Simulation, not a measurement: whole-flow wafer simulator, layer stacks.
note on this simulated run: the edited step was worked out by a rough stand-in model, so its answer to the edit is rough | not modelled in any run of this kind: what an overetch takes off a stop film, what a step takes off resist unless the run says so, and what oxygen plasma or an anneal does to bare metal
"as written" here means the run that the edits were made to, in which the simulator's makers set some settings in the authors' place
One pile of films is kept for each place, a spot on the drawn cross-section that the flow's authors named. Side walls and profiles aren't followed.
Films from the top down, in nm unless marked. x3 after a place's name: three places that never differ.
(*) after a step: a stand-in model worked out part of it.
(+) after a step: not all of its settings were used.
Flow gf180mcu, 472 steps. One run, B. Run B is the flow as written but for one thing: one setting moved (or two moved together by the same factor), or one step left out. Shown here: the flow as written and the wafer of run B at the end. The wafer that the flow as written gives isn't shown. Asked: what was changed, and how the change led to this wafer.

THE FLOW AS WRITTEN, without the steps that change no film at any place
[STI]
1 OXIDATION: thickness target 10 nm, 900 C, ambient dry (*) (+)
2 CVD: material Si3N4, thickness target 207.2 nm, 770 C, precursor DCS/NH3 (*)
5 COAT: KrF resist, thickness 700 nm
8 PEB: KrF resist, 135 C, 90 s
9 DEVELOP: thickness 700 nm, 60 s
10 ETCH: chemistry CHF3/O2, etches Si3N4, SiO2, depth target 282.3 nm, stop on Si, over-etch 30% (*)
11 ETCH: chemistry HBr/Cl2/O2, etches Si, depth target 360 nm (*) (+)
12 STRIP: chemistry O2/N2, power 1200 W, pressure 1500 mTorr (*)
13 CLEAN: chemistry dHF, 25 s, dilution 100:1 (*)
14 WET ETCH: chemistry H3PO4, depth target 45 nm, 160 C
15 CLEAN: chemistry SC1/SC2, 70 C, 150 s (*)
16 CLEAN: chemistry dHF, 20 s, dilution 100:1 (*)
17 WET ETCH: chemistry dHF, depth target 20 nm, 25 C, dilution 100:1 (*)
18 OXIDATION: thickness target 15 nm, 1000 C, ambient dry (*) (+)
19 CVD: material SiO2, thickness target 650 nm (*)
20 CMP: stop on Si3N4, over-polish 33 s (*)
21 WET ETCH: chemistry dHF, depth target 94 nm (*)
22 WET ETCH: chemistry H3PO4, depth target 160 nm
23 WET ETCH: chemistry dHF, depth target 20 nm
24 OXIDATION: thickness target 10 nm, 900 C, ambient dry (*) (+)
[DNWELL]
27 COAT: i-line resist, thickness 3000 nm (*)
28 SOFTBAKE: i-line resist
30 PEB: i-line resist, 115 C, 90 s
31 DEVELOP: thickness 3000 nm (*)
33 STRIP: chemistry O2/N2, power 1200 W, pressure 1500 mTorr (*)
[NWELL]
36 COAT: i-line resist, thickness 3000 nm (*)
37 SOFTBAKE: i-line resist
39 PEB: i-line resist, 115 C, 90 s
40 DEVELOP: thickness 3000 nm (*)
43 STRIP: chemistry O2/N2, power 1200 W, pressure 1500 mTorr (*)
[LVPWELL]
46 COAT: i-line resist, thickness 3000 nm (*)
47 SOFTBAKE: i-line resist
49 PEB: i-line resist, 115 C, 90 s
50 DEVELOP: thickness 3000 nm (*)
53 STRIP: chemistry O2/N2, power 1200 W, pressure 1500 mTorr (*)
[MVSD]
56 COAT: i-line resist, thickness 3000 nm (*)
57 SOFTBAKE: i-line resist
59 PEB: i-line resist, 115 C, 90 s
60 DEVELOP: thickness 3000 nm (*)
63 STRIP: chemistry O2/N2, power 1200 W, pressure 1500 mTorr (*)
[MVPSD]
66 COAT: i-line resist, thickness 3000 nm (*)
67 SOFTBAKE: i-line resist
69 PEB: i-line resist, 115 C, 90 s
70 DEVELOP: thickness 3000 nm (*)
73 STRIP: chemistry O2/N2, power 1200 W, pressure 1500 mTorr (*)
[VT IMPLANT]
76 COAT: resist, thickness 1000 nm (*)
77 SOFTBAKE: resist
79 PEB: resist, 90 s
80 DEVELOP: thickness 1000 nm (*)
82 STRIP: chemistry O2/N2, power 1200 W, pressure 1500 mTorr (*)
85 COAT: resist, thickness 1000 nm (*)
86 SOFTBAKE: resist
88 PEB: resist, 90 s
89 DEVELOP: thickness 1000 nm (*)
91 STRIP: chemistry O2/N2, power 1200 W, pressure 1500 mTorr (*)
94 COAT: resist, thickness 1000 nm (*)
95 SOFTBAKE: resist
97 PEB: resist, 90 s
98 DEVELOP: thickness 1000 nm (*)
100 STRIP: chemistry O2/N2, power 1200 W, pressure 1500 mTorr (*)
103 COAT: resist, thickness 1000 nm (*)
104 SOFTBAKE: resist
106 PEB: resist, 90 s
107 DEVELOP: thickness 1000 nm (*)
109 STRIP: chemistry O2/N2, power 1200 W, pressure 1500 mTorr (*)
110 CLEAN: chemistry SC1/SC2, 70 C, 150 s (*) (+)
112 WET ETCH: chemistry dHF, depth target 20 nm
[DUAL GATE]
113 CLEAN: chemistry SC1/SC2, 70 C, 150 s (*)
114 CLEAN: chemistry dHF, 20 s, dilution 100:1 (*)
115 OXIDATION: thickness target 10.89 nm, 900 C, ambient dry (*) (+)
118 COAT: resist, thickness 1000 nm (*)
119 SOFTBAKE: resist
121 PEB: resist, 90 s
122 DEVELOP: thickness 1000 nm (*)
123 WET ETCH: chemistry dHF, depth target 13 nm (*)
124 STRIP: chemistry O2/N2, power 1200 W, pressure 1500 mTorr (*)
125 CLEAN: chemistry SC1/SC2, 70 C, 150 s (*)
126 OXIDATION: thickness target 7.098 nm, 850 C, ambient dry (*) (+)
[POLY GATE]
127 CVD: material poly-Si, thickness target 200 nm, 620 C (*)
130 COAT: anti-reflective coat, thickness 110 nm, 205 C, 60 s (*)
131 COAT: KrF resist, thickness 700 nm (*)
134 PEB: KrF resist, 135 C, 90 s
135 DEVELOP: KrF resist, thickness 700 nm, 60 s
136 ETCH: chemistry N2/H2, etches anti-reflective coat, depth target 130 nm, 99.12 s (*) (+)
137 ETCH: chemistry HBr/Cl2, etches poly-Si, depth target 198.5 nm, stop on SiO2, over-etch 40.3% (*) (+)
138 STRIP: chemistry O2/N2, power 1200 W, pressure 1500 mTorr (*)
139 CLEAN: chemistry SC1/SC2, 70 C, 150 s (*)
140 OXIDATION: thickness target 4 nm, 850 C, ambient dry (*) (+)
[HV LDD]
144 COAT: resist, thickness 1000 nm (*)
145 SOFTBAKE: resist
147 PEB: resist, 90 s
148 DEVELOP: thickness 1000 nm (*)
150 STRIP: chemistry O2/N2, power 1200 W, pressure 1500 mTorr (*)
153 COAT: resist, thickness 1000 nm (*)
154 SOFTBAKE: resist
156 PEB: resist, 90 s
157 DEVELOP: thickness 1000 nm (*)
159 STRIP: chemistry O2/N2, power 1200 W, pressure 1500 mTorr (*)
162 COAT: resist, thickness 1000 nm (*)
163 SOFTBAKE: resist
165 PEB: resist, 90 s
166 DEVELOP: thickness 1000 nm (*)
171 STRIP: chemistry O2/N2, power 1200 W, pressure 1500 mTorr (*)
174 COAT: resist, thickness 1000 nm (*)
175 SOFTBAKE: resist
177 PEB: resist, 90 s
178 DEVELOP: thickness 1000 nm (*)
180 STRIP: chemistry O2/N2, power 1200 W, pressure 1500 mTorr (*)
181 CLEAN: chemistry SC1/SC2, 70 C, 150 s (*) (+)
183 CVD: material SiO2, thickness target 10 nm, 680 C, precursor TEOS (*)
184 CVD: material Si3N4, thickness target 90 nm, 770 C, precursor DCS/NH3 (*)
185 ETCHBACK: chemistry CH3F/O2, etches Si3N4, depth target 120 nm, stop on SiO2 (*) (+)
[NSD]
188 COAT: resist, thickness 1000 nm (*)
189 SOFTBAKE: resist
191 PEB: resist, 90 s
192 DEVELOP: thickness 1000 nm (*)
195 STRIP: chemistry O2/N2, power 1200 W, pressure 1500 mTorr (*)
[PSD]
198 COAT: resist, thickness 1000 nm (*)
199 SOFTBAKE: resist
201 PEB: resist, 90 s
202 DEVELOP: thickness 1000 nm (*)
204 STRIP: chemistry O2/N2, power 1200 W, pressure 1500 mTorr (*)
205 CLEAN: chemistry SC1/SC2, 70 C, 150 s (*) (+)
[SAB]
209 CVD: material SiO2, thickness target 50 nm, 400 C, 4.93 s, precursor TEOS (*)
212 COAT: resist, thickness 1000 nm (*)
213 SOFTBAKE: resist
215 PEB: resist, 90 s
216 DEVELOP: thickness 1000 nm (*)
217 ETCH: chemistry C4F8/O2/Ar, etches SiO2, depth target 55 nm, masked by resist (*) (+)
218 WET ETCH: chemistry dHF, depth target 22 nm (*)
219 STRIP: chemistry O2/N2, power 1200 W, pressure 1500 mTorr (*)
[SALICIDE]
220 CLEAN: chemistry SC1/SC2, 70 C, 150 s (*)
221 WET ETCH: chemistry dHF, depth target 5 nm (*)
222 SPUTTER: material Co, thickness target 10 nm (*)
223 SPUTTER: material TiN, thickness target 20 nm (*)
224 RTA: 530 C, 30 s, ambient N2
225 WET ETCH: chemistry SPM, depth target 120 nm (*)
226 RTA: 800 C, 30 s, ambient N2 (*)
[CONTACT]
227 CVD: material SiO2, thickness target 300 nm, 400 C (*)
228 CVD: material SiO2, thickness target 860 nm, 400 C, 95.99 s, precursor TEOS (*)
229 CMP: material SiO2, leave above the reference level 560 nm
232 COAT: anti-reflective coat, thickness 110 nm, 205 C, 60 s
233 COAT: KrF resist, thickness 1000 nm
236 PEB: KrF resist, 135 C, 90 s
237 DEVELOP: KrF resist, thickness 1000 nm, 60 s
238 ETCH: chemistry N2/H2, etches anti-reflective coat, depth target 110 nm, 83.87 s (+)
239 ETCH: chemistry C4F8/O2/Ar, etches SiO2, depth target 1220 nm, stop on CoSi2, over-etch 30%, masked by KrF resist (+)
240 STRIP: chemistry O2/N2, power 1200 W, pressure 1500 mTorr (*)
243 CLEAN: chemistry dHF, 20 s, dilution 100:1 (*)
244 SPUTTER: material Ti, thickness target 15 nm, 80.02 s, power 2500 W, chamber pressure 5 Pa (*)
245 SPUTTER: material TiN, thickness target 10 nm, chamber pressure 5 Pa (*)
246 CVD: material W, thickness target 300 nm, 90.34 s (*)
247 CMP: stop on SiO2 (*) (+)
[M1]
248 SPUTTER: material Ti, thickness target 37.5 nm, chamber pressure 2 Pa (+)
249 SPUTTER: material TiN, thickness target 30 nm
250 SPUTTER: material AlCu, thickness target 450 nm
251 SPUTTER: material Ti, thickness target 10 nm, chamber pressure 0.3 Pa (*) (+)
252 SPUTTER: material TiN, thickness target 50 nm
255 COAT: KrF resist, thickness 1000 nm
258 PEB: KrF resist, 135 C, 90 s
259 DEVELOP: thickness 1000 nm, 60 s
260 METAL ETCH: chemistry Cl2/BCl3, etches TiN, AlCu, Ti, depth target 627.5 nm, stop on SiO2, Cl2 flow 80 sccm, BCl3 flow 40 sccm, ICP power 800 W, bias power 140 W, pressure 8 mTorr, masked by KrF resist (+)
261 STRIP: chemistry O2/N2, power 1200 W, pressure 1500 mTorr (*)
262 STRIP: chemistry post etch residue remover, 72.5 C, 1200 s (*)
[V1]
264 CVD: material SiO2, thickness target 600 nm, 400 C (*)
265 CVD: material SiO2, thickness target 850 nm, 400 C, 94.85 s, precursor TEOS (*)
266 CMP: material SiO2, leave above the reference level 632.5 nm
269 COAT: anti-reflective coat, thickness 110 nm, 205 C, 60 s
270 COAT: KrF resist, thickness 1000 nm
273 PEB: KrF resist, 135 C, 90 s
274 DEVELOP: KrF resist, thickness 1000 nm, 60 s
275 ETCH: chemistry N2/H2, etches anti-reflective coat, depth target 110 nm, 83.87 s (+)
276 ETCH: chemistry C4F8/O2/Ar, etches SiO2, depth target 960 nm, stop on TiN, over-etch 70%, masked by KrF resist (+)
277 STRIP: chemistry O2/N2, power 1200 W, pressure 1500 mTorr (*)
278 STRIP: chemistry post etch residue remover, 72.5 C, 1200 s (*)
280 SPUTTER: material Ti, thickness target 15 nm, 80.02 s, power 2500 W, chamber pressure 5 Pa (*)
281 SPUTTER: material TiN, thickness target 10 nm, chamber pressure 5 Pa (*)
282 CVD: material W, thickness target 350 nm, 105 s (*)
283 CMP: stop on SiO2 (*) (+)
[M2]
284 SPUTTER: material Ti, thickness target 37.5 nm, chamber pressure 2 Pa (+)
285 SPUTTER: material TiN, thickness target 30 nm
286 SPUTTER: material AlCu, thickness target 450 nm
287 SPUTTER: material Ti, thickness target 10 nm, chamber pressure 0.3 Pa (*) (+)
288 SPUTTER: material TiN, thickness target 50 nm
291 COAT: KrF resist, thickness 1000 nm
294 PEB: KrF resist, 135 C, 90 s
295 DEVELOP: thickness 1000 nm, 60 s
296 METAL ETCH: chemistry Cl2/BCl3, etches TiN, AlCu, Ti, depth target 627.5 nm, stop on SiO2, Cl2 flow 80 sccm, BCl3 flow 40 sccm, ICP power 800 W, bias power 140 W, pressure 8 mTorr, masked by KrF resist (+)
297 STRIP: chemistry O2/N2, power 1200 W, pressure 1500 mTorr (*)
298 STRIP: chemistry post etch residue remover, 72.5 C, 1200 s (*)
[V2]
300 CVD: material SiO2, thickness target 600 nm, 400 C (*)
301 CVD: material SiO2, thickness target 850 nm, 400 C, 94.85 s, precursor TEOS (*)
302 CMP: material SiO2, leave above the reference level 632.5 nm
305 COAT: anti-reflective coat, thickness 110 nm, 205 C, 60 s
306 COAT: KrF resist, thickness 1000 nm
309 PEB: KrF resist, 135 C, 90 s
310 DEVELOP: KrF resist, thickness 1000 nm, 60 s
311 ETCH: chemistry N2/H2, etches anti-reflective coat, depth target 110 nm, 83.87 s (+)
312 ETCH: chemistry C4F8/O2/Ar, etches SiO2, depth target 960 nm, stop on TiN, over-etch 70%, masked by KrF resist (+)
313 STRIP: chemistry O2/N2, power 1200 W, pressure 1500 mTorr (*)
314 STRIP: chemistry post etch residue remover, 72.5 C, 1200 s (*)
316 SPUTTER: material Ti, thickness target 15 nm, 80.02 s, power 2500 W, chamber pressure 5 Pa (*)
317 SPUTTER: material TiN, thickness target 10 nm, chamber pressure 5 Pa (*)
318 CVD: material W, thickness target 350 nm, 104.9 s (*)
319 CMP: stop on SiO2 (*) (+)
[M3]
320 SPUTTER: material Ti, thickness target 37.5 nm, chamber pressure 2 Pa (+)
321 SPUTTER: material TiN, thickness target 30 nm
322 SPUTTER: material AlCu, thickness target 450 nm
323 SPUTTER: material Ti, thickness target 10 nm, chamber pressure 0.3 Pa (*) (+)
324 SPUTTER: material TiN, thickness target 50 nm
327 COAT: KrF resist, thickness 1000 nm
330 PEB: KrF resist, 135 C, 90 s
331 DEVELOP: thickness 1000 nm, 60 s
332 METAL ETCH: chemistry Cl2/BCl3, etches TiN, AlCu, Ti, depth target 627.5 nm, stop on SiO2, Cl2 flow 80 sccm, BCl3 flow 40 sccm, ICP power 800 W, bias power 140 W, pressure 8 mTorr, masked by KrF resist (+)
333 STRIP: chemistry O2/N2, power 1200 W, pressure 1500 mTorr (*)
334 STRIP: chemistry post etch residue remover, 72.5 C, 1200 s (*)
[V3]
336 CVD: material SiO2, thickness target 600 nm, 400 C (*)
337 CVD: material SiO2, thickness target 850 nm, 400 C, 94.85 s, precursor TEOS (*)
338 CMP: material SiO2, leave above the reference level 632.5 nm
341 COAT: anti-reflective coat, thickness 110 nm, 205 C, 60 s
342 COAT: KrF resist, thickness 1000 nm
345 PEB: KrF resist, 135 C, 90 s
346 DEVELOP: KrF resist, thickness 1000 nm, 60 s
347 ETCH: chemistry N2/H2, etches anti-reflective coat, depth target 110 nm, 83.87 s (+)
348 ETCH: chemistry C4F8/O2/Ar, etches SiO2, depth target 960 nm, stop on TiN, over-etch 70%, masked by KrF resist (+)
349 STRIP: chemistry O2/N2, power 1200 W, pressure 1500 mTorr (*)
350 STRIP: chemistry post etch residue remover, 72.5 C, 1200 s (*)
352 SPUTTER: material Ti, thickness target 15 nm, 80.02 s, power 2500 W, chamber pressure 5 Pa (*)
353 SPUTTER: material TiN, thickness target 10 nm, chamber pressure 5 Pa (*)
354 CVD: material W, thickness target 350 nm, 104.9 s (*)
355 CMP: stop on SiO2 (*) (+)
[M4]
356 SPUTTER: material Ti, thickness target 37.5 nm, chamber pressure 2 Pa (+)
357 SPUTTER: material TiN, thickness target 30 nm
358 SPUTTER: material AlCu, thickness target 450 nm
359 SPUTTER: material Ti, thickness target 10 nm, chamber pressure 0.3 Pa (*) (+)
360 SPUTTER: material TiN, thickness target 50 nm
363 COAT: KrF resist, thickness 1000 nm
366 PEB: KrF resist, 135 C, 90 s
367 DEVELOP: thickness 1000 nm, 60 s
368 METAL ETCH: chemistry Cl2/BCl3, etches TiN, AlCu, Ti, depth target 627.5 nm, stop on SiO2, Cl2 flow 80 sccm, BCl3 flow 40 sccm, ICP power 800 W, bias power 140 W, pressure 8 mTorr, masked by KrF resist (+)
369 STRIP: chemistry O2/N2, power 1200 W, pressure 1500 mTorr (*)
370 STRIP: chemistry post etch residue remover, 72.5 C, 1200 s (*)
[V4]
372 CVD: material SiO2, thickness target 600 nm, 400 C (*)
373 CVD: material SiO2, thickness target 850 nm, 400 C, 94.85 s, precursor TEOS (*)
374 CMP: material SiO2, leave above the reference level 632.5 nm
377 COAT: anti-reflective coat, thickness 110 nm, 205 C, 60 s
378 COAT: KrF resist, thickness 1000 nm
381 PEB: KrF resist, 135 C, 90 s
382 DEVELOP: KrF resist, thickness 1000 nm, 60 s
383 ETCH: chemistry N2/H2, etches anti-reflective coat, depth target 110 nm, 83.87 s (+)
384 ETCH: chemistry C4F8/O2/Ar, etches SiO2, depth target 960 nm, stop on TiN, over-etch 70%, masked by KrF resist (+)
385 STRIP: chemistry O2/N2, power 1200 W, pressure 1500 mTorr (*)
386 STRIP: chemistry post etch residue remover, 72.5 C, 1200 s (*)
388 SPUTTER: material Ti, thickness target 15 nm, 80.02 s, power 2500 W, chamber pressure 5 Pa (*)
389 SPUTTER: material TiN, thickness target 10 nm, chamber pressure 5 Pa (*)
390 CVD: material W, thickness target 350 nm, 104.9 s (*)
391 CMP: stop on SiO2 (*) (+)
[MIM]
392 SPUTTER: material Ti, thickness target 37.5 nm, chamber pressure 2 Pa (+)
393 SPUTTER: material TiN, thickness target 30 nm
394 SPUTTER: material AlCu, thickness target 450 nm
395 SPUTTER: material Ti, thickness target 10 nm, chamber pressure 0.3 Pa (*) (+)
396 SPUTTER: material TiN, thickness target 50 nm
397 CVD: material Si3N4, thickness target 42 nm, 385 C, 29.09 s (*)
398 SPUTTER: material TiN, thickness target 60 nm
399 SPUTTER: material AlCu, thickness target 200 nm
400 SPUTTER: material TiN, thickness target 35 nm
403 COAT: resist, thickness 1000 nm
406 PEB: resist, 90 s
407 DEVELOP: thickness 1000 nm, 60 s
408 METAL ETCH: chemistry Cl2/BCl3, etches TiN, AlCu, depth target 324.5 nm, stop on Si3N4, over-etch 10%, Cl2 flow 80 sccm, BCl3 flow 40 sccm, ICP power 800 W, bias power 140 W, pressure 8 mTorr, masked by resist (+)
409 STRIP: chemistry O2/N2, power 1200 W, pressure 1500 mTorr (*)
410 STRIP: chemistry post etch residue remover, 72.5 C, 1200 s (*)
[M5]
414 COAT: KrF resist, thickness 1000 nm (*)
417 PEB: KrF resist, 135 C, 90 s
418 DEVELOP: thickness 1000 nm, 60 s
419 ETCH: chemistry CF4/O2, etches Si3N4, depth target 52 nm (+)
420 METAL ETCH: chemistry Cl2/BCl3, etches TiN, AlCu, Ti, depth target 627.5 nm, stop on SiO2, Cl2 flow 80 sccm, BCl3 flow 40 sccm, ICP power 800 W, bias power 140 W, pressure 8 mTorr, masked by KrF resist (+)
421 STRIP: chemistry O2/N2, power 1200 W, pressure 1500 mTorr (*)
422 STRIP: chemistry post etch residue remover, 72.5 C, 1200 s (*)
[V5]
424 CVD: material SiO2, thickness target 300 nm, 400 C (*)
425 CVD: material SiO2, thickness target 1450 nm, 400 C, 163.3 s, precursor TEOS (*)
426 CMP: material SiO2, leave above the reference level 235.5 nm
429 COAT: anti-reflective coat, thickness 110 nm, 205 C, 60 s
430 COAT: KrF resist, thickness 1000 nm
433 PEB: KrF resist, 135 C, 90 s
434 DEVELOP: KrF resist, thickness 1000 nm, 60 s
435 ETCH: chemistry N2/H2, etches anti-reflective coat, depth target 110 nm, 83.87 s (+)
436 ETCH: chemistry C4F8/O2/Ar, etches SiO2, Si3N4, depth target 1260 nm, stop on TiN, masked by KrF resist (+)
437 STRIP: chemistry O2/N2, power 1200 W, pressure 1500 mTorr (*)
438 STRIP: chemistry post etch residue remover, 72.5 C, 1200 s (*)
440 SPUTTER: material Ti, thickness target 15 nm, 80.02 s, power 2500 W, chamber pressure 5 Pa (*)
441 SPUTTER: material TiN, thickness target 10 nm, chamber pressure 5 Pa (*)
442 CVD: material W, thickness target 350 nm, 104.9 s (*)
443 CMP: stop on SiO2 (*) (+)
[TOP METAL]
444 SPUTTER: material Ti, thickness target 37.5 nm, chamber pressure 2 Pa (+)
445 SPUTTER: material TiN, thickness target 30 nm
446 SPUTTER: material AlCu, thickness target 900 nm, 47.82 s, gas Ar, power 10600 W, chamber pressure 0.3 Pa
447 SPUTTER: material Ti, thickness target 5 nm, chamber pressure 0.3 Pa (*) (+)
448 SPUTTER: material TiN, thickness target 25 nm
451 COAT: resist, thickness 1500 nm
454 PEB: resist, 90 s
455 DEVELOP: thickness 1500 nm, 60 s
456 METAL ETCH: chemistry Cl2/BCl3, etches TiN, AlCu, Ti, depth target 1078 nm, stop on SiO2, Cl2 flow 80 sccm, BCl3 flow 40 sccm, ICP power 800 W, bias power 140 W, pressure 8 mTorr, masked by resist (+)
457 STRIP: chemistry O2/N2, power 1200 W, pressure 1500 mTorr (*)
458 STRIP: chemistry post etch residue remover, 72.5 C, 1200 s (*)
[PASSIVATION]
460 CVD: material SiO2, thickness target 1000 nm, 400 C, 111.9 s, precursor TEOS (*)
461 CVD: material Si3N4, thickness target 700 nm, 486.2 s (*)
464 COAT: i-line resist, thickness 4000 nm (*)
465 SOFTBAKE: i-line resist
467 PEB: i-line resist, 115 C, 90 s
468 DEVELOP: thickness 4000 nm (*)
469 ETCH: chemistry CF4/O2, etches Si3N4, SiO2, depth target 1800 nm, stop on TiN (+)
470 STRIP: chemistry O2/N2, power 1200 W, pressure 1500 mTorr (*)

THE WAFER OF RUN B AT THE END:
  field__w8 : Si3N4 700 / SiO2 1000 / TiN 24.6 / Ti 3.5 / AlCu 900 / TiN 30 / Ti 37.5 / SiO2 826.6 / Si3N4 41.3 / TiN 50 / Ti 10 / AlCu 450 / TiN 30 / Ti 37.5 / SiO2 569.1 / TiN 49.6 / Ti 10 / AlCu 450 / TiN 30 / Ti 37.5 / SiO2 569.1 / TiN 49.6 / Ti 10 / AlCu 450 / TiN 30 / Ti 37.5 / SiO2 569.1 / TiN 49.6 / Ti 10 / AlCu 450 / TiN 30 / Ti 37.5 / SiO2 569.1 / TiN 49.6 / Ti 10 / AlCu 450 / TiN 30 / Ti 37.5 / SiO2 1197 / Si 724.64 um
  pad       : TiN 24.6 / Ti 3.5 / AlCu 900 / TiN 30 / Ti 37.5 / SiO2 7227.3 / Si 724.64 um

The cause: step 447, SPUTTER: thickness target 3.5 nm was run, where the flow has thickness target 5 nm.
It can be read off the wafer: field__w8 has Ti 3.5, and step 447 as written asks for 5 nm.

How the change led to this, step by step:
  447 SPUTTER: material Ti, thickness target 5 nm, chamber pressure 0.3 Pa (*) (+)
      field, field__w1, field__w2 and 109 more: Ti +3.5 (new film) (as written it would be: Ti +5 (new film))
  456 METAL ETCH: chemistry Cl2/BCl3, etches TiN, AlCu, Ti, depth target 1078 nm, stop on SiO2, Cl2 flow 80 sccm, BCl3 flow 40 sccm, ICP power 800 W, bias power 140 W, pressure 8 mTorr, masked by resist (+)
      field, field__w1, field__w2 and 103 more: TiN -25 (all of it), Ti -3.5 (all of it), AlCu -900 (all of it), TiN -30 (all of it), Ti -37.5 (all of it) (as written it would be: TiN -25 (all of it), Ti -5 (all of it), AlCu -900 (all of it), TiN -30 (all of it), Ti -37.5 (all of it))
